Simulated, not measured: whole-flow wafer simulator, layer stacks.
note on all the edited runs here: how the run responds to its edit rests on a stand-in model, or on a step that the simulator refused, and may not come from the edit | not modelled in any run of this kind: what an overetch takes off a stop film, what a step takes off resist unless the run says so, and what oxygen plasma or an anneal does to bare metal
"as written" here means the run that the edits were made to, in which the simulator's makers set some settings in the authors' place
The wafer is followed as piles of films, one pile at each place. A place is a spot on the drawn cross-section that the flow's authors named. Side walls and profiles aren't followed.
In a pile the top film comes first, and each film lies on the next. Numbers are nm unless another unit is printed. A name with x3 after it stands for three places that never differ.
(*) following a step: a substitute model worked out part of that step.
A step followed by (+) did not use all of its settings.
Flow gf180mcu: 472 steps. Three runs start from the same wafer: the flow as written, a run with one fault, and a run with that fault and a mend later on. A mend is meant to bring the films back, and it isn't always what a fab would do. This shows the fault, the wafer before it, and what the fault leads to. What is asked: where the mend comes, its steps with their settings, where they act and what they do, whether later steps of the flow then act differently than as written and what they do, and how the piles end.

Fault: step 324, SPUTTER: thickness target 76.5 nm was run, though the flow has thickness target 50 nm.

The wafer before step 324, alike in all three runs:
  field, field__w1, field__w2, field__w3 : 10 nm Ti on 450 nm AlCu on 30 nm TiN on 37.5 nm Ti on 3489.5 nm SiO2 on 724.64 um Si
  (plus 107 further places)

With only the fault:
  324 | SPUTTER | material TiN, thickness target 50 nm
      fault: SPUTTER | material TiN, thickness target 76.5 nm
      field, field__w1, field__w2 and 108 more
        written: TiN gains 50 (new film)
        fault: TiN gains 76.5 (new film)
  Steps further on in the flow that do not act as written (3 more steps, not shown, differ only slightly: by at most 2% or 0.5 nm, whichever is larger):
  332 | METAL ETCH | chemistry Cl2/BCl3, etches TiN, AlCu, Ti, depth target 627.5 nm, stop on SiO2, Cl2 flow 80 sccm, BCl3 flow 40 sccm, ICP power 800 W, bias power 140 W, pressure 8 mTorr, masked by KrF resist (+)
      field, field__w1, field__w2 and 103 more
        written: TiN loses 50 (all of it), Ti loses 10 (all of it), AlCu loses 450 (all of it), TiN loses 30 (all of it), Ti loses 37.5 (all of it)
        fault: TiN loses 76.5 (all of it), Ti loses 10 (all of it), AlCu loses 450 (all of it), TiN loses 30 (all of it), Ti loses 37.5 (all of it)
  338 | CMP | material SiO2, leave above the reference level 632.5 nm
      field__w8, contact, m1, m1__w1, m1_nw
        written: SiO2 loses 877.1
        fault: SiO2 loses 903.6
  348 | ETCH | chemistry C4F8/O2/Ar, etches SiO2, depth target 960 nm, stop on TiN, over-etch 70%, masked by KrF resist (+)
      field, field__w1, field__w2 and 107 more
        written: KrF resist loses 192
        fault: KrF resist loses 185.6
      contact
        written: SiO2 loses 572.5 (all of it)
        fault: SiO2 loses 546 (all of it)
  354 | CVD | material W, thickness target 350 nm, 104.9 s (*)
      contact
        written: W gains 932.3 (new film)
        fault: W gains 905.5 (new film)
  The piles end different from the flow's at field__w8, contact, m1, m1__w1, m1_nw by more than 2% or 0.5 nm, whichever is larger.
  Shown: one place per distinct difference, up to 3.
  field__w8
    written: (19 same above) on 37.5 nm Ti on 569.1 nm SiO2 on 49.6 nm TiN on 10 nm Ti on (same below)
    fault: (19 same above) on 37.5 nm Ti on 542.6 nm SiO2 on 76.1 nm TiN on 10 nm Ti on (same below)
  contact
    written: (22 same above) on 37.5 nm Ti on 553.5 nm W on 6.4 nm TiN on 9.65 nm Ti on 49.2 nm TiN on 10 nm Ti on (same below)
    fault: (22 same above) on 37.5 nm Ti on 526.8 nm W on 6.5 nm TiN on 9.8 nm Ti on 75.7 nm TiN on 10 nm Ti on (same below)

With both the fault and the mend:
  After step 331 comes the mend.
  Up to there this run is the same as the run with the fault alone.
  331a | STRIP | chemistry O2/N2, power 2160 W, pressure 1700 mTorr (*)
      field__w8, contact, m1, m1__w1, m1_nw
        KrF resist loses 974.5 (all of it)
  331b | METAL ETCH | chemistry Cl2/BCl3, etches TiN, AlCu, Ti, depth target 26.5 nm, Cl2 flow 80 sccm, BCl3 flow 40 sccm, ICP power 800 W, bias power 140 W, pressure 8 mTorr (the flow's step 260, run once more with other settings)
      field, field__w1, field__w2 and 108 more
        TiN loses 26.5
  331c | HMDS | 120 C, 60 s (the flow's step 326, run once more)
      alters no film at any place that is followed
  331d | COAT | KrF resist, thickness 1000 nm (the flow's step 327, run once more)
      field, field__w1, field__w2 and 108 more
        KrF resist gains 1000 (new film)
  331e | SOFTBAKE | KrF resist (the flow's step 328, run once more)
      alters no film at any place that is followed
  331f | EXPOSE | photomask Metal3 (the flow's step 329, run once more)
      alters no film at any place that is followed
  331g | PEB | KrF resist, 135 C, 90 s (the flow's step 330, run once more)
      field, field__w1, field__w2 and 108 more
        KrF resist loses 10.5
  331h | DEVELOP | thickness 1000 nm, 60 s (the flow's step 331, run once more)
      field, field__w1, field__w2 and 103 more
        KrF resist loses 989.5 (all of it)
      field__w8, contact, m1, m1__w1, m1_nw
        KrF resist loses 14.9
  Every later step of the flow that is run acts as written at every place that is followed.
  By the end, the piles equal the flow's at every place that both follow.
